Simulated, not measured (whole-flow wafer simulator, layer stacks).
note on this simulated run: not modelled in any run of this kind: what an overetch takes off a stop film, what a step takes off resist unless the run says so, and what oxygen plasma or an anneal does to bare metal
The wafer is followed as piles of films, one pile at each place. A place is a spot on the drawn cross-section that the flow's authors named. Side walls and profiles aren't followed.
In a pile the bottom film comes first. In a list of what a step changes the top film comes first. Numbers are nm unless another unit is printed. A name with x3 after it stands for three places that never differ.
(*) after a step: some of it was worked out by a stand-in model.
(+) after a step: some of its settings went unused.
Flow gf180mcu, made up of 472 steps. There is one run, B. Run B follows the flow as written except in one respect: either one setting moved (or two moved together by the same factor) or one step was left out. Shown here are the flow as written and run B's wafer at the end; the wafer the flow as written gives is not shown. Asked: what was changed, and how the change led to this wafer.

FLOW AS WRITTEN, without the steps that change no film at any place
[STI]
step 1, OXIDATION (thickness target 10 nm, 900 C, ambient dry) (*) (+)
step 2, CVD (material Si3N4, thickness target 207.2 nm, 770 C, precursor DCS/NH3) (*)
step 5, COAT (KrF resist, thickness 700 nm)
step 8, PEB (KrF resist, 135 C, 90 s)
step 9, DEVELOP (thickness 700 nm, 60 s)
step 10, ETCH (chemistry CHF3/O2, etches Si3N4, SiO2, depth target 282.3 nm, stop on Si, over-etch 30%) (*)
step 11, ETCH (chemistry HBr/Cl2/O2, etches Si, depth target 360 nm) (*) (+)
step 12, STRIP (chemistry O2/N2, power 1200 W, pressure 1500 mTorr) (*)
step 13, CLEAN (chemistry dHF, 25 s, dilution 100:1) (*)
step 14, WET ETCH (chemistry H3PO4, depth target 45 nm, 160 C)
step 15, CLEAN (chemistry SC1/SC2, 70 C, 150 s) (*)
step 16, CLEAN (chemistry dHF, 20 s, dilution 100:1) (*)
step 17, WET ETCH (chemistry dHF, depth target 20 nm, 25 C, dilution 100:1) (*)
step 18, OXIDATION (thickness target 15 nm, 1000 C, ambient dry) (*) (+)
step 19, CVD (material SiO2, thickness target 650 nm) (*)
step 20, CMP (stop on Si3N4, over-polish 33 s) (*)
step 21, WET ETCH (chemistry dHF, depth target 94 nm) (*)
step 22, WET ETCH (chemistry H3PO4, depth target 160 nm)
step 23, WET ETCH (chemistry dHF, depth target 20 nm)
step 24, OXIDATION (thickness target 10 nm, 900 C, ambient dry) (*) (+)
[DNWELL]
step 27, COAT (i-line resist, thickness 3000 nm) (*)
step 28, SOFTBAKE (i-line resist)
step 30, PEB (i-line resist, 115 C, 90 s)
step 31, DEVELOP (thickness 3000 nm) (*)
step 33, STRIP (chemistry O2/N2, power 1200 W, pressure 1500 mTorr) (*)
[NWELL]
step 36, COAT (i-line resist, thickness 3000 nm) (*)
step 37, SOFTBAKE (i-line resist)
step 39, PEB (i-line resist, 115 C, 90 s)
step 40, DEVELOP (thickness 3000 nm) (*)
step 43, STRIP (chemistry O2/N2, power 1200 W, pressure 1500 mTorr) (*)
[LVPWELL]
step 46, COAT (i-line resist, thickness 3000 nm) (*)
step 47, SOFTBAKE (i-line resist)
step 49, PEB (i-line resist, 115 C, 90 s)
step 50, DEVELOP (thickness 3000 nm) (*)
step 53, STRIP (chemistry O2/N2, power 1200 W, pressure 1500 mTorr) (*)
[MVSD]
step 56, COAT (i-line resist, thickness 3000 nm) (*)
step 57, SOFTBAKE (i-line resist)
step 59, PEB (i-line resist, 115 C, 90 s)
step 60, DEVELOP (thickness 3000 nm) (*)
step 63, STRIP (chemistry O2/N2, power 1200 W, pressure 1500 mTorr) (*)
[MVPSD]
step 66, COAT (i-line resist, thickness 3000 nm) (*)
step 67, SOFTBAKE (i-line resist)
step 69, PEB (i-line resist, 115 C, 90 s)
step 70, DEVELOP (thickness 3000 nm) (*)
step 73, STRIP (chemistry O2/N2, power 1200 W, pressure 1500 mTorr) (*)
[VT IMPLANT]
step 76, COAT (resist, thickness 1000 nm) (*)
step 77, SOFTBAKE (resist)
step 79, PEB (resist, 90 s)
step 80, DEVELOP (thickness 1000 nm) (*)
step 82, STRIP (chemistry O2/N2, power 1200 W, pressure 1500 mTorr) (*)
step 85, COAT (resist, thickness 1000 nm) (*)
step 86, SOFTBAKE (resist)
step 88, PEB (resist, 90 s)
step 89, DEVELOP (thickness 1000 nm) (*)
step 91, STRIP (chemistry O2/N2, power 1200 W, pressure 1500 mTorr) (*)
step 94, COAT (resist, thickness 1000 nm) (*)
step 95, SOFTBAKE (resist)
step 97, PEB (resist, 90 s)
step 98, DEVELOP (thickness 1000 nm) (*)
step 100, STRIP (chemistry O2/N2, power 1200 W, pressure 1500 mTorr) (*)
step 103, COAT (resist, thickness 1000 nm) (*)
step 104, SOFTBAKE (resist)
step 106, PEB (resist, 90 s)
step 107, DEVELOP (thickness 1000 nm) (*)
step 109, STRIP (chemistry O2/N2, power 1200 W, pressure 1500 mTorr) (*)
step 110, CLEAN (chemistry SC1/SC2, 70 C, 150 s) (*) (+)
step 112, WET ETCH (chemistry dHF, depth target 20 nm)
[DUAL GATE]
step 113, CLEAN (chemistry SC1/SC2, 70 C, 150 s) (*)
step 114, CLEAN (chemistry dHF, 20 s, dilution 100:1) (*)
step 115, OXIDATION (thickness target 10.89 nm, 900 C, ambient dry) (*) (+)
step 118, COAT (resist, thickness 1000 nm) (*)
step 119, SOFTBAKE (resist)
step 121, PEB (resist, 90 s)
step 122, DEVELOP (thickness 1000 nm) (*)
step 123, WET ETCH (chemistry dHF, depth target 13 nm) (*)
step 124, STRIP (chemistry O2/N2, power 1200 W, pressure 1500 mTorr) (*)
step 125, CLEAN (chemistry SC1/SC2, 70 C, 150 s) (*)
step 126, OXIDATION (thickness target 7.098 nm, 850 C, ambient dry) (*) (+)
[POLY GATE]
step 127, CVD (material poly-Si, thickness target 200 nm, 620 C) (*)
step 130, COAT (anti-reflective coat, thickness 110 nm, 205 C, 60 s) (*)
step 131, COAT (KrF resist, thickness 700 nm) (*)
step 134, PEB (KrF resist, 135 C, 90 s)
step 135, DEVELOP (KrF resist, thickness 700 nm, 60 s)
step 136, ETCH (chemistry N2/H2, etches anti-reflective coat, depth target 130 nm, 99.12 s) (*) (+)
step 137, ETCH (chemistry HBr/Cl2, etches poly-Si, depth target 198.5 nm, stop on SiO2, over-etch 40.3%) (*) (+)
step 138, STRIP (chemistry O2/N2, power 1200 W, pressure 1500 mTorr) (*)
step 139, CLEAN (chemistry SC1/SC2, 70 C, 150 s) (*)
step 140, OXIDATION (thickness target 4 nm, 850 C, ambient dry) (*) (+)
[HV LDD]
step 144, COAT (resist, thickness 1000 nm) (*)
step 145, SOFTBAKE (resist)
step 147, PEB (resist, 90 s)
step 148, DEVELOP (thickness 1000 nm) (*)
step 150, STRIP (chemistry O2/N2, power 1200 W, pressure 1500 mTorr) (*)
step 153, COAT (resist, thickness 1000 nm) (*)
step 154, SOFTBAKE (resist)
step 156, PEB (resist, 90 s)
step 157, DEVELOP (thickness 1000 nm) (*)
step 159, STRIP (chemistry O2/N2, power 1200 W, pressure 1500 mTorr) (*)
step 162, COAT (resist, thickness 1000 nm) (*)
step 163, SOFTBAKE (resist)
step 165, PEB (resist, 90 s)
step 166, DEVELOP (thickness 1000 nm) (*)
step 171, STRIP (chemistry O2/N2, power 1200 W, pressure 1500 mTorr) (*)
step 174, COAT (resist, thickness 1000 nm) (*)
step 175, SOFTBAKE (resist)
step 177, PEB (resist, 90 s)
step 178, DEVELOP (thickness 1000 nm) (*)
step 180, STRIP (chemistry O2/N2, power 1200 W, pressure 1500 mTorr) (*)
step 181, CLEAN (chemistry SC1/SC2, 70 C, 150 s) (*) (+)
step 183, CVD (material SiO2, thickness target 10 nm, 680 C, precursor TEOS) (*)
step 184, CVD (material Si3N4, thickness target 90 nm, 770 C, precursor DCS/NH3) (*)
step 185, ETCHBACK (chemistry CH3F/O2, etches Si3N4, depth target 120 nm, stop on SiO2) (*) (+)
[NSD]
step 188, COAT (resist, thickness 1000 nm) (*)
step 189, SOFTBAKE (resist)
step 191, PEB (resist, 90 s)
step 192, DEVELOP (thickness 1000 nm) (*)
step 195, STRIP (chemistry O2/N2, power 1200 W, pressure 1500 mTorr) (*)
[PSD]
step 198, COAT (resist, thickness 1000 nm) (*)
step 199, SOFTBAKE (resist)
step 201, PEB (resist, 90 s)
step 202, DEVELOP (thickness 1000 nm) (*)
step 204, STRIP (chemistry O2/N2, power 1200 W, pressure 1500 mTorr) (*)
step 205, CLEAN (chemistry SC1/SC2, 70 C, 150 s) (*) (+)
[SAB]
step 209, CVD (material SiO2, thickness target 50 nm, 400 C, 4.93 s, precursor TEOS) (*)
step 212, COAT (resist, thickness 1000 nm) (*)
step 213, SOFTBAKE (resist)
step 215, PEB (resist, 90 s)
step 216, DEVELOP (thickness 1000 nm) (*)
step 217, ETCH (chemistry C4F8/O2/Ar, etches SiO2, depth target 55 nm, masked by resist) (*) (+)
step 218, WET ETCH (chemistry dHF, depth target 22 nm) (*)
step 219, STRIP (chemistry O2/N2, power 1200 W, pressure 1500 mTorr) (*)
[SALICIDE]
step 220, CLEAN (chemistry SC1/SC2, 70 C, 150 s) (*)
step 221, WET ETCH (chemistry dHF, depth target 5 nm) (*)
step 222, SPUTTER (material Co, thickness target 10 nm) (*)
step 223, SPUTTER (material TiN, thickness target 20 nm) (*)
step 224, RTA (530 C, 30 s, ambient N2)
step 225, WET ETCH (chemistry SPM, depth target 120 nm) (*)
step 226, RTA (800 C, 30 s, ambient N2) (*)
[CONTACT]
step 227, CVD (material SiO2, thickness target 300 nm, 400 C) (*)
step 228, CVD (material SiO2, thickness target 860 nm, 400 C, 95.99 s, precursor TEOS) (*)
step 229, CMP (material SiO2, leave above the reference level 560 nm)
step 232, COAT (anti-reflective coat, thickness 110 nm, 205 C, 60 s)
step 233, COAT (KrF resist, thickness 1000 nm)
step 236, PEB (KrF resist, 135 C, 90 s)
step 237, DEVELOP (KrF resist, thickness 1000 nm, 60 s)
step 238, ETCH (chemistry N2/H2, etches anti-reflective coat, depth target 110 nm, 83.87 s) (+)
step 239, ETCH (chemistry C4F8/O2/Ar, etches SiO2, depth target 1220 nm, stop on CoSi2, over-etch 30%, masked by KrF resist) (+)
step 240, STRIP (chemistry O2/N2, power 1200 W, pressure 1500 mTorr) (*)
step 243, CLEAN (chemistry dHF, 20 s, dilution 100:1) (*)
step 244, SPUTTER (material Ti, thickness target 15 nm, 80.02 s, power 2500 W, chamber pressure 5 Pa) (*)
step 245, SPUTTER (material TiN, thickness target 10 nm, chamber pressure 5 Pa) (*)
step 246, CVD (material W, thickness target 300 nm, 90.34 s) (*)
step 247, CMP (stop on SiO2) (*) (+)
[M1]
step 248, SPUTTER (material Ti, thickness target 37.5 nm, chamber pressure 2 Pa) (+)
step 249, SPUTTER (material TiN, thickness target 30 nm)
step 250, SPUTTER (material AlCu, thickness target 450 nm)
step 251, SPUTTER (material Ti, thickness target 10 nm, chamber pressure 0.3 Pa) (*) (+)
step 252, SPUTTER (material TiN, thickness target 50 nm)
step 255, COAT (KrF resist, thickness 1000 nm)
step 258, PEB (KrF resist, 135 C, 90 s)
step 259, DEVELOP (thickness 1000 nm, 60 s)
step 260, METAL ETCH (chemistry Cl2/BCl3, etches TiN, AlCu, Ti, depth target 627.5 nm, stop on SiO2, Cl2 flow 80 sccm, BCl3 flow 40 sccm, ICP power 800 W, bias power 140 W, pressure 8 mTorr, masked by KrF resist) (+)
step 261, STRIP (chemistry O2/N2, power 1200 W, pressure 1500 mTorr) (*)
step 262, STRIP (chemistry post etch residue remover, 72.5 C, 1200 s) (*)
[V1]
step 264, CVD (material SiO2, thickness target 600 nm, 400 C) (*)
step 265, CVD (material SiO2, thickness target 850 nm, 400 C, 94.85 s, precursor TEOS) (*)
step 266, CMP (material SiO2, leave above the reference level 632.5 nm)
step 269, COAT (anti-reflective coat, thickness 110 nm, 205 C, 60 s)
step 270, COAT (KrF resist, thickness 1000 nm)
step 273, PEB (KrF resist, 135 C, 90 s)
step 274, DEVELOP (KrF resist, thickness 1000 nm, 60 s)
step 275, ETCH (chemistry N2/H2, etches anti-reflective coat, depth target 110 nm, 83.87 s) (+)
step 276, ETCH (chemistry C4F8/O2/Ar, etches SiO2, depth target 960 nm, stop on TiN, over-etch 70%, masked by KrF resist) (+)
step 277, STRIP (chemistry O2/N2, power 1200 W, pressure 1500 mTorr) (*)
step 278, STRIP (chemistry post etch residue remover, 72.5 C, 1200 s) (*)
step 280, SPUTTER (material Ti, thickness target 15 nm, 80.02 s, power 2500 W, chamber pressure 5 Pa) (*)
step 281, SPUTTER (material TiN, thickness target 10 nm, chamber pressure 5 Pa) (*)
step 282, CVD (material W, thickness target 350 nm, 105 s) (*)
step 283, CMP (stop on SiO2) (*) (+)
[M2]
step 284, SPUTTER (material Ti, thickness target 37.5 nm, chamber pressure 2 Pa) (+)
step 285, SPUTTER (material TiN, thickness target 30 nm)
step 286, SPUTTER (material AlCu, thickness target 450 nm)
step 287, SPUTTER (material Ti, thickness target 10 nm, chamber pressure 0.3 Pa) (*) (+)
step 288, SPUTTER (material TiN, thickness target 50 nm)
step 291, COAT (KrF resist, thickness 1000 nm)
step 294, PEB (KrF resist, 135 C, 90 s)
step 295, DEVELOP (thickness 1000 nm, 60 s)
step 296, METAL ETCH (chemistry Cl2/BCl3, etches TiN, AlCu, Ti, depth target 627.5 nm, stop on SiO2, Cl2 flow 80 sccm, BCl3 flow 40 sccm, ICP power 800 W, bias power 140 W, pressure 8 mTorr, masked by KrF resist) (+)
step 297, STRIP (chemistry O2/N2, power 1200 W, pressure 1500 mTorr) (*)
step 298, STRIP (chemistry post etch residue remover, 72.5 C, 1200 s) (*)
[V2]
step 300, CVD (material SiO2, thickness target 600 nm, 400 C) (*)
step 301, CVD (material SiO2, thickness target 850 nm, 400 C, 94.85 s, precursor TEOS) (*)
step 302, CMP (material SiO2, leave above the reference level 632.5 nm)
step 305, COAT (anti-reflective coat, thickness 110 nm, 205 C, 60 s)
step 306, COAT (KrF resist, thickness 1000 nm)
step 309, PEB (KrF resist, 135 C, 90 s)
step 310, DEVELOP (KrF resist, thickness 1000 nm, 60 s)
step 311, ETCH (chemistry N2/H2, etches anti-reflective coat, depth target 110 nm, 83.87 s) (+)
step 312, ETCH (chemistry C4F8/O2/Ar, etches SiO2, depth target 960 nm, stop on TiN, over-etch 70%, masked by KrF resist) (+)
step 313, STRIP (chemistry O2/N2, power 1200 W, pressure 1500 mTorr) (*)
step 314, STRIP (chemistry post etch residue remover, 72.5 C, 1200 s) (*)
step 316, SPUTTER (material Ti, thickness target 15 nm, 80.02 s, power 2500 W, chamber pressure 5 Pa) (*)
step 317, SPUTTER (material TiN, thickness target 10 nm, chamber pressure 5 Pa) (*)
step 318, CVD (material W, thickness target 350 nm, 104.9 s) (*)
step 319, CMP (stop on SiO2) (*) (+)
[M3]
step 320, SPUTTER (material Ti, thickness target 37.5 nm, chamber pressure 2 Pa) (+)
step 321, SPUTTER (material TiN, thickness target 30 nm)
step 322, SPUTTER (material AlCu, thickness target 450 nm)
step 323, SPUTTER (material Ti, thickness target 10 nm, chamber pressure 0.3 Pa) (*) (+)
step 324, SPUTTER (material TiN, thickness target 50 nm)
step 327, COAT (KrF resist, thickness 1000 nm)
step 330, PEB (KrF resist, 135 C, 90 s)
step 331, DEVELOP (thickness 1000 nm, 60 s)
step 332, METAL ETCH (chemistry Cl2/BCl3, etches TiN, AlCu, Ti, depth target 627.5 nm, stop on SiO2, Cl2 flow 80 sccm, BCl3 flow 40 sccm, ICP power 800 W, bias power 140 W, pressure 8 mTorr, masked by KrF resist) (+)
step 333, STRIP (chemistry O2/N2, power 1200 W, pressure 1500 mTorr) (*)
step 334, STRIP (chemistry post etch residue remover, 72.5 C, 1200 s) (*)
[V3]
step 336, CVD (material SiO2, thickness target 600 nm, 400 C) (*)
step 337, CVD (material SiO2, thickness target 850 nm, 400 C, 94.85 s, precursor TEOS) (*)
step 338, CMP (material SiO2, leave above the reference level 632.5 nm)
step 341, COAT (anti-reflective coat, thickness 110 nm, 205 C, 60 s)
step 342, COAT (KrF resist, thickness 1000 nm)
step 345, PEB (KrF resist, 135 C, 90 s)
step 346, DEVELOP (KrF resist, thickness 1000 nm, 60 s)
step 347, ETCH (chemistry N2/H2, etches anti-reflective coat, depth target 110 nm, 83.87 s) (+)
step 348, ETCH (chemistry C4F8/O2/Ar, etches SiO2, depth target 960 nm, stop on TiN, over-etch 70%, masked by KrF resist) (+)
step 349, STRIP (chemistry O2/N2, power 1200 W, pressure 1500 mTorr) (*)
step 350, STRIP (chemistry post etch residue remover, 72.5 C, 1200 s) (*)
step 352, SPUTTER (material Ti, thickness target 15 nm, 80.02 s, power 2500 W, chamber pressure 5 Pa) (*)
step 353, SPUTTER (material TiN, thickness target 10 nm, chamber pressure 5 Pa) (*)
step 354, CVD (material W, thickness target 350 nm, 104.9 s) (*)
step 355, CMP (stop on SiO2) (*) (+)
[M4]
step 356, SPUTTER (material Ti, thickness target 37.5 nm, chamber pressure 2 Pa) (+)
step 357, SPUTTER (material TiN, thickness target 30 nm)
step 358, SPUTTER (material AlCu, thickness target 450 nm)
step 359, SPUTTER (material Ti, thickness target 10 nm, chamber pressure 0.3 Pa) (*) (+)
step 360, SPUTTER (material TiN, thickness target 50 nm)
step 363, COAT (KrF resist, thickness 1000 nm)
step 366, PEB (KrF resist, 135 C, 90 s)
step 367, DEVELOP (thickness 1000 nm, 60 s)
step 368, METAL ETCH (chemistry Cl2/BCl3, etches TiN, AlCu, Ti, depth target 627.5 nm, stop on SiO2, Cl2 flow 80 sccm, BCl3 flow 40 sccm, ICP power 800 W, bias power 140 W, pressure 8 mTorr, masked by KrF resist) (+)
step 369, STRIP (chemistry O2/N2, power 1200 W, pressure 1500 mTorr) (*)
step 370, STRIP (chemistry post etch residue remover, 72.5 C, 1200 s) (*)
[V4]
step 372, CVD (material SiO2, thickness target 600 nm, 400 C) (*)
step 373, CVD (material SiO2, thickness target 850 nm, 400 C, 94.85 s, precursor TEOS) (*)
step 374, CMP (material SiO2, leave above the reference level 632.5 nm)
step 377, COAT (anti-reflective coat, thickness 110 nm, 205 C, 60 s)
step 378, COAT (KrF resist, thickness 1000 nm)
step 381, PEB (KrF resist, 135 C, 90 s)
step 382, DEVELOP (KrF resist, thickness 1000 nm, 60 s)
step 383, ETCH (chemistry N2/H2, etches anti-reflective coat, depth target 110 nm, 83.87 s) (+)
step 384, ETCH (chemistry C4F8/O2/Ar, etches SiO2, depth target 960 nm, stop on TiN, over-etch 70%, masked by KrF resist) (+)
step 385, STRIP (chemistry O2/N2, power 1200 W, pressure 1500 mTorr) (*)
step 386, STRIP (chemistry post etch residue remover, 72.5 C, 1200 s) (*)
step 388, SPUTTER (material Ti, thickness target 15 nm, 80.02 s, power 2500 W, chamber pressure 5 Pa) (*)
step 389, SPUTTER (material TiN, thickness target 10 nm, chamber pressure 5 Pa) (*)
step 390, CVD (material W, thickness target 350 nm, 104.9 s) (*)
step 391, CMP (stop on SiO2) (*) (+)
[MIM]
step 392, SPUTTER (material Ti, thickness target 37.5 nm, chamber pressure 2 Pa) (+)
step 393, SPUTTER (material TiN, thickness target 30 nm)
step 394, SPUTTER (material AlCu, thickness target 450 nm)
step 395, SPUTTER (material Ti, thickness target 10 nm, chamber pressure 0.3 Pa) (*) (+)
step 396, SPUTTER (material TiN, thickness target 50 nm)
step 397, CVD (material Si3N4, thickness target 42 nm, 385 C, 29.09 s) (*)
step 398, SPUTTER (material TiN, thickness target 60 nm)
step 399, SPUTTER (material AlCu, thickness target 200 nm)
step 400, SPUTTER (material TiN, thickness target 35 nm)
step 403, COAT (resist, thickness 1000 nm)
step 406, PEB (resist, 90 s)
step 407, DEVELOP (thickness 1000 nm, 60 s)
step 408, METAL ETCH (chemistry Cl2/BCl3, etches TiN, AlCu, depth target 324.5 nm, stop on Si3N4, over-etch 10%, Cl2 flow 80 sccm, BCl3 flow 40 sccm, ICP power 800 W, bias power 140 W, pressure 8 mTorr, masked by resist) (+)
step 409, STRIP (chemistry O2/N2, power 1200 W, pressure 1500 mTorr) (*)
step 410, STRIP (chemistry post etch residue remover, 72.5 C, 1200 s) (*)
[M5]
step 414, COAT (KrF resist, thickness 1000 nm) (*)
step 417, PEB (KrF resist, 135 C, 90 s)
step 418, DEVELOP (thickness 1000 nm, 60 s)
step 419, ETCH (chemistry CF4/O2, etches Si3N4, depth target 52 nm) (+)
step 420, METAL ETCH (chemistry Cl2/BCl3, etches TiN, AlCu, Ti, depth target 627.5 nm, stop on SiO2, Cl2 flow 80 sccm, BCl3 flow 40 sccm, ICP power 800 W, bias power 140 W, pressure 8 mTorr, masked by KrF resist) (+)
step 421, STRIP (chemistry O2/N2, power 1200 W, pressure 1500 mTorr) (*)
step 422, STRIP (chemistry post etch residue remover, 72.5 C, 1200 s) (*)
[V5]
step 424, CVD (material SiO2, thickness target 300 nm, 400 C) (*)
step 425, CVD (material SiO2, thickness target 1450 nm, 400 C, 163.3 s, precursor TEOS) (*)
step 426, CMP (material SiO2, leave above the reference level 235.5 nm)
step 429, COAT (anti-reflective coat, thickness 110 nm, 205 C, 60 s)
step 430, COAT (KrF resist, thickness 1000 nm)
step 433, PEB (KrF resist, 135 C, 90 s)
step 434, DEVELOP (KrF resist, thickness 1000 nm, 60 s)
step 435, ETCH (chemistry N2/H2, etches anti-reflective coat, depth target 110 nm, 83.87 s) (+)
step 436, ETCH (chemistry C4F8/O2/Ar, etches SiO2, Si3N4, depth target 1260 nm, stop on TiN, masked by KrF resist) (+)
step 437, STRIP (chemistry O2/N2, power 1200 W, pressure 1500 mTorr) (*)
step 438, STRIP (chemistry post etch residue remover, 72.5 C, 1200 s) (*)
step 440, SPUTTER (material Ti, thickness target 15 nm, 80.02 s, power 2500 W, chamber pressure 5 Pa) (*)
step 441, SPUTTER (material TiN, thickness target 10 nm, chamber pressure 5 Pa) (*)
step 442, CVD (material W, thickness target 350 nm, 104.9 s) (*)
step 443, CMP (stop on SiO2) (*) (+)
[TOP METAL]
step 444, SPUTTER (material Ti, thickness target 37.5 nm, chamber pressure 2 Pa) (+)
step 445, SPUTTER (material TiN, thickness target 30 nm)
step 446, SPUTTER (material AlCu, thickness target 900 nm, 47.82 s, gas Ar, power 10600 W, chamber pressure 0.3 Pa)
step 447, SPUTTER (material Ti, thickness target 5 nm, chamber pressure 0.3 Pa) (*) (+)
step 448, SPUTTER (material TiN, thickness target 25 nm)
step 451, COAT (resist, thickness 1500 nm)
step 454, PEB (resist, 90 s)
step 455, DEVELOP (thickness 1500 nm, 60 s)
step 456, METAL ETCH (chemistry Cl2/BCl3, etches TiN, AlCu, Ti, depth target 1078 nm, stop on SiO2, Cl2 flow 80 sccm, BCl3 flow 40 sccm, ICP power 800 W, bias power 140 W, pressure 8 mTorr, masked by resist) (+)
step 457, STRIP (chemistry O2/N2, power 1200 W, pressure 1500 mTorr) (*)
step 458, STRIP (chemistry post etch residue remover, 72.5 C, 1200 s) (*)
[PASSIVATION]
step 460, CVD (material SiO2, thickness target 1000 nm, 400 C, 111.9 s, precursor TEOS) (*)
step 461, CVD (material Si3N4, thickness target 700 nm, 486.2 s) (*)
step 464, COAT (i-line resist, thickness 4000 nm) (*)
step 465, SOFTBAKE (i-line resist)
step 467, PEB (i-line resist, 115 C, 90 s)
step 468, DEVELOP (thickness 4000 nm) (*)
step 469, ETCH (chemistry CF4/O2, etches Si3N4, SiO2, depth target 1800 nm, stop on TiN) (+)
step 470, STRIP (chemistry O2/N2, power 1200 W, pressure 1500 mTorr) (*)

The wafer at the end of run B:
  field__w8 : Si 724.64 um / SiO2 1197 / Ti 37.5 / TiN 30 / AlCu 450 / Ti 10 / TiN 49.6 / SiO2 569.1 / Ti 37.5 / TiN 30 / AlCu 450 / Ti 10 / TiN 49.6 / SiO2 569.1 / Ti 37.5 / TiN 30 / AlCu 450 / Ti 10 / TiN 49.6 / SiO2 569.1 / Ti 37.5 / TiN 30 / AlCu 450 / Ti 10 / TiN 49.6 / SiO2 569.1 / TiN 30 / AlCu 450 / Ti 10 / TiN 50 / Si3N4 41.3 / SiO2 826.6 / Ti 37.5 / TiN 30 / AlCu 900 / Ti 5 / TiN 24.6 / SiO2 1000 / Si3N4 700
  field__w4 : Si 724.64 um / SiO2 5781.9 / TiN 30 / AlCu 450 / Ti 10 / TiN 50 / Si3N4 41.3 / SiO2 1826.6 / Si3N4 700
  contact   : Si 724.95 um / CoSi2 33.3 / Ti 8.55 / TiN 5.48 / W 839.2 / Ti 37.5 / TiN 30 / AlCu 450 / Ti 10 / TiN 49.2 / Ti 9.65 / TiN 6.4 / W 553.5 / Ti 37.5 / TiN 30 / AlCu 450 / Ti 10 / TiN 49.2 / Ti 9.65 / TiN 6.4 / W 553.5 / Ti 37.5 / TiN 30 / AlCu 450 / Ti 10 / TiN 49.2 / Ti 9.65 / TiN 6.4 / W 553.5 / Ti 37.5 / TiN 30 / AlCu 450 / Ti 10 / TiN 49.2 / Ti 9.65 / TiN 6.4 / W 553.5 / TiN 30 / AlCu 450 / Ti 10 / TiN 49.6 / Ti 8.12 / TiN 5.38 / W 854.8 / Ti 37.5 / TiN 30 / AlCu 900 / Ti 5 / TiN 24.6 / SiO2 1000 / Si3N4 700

What caused this: step 392, SPUTTER: material Ti, thickness target 37.5 nm, chamber pressure 2 Pa (+), was skipped.

How this came from the change, step by step:
  step 420, METAL ETCH (chemistry Cl2/BCl3, etches TiN, AlCu, Ti, depth target 627.5 nm, stop on SiO2, Cl2 flow 80 sccm, BCl3 flow 40 sccm, ICP power 800 W, bias power 140 W, pressure 8 mTorr, masked by KrF resist) (+)
      field, field__w1, field__w2 and 101 more: TiN loses 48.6 (all of it), Ti loses 10 (all of it), AlCu loses 450 (all of it), TiN loses 30 (all of it) (in the flow as written it would be: TiN loses 48.6 (all of it), Ti loses 10 (all of it), AlCu loses 450 (all of it), TiN loses 30 (all of it), Ti loses 37.5 (all of it))
  step 426, CMP (material SiO2, leave above the reference level 235.5 nm)
      field, field__w1, field__w5 and 92 more: SiO2 loses 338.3 (in the flow as written it would be: SiO2 loses 300.8)
      field__w2, field__w3, field__w12 and 6 more: SiO2 loses 311.9 (in the flow as written it would be: SiO2 loses 272.7)
